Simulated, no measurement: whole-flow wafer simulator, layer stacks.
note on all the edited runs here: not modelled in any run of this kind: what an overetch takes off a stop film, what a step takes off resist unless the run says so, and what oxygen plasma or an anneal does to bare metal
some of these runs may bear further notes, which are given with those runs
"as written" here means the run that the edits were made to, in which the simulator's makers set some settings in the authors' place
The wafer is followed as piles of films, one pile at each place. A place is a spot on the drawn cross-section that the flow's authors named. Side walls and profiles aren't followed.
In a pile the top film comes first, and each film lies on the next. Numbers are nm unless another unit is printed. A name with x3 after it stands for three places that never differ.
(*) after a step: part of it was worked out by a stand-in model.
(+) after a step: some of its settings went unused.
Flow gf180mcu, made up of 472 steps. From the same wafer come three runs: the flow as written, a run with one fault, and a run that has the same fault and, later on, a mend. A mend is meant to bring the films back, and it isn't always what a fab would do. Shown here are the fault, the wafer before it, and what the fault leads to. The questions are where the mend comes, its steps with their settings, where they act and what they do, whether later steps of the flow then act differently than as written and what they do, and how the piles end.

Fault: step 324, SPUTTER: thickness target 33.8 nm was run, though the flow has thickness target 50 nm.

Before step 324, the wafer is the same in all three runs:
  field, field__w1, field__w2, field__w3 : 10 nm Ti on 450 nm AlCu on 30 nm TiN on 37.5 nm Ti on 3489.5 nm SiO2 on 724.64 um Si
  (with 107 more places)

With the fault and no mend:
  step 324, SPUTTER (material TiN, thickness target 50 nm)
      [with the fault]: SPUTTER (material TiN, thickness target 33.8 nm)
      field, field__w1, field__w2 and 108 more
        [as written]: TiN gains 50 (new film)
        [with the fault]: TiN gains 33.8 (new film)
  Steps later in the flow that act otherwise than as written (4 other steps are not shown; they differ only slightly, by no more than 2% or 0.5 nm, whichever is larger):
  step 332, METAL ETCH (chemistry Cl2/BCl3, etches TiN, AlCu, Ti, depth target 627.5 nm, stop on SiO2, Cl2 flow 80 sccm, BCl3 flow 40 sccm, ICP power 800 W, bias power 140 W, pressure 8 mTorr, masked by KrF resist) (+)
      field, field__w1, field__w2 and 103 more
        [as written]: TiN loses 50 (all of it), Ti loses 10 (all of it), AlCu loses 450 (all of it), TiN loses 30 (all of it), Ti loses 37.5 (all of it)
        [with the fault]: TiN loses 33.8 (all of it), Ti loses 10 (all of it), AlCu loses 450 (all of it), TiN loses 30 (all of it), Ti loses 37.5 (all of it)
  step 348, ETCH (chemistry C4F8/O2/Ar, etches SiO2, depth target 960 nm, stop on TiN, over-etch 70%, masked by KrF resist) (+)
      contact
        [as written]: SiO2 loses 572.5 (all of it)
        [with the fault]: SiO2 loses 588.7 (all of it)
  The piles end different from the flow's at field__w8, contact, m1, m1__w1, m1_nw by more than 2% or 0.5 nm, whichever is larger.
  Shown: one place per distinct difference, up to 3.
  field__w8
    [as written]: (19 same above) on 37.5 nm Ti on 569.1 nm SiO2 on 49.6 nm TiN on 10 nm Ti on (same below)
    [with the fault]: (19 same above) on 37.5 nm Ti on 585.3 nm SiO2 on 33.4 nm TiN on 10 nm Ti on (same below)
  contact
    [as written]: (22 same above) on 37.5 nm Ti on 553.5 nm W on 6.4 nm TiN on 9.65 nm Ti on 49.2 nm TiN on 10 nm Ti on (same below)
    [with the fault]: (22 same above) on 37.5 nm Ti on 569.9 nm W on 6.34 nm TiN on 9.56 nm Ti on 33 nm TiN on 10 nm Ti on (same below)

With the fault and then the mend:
  The mend stands after step 331.
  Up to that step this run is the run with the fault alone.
  step 331a, STRIP (chemistry O2/N2, power 2160 W, pressure 1700 mTorr) (*)
      field__w8, contact, m1, m1__w1, m1_nw
        KrF resist loses 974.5 (all of it)
  step 331b, SPUTTER (material TiN, thickness target 16.2 nm) (the flow's step 324 again, with other settings)
      field, field__w1, field__w2 and 108 more
        TiN gains 16.2
  step 331c, HMDS (120 C, 60 s) (the flow's step 326 again)
      leaves every film unchanged at each place that is followed
  step 331d, COAT (KrF resist, thickness 1000 nm) (the flow's step 327 again)
      field, field__w1, field__w2 and 108 more
        KrF resist gains 1000 (new film)
  step 331e, SOFTBAKE (KrF resist) (the flow's step 328 again)
      leaves every film unchanged at each place that is followed
  step 331f, EXPOSE (photomask Metal3) (the flow's step 329 again)
      leaves every film unchanged at each place that is followed
  step 331g, PEB (KrF resist, 135 C, 90 s) (the flow's step 330 again)
      field, field__w1, field__w2 and 108 more
        KrF resist loses 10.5
  step 331h, DEVELOP (thickness 1000 nm, 60 s) (the flow's step 331 again)
      field, field__w1, field__w2 and 103 more
        KrF resist loses 989.5 (all of it)
      field__w8, contact, m1, m1__w1, m1_nw
        KrF resist loses 14.9
  None of the later steps of the flow acts differently than as written at any place that is followed.
  At every place that both follow, the piles at the end match the flow's.
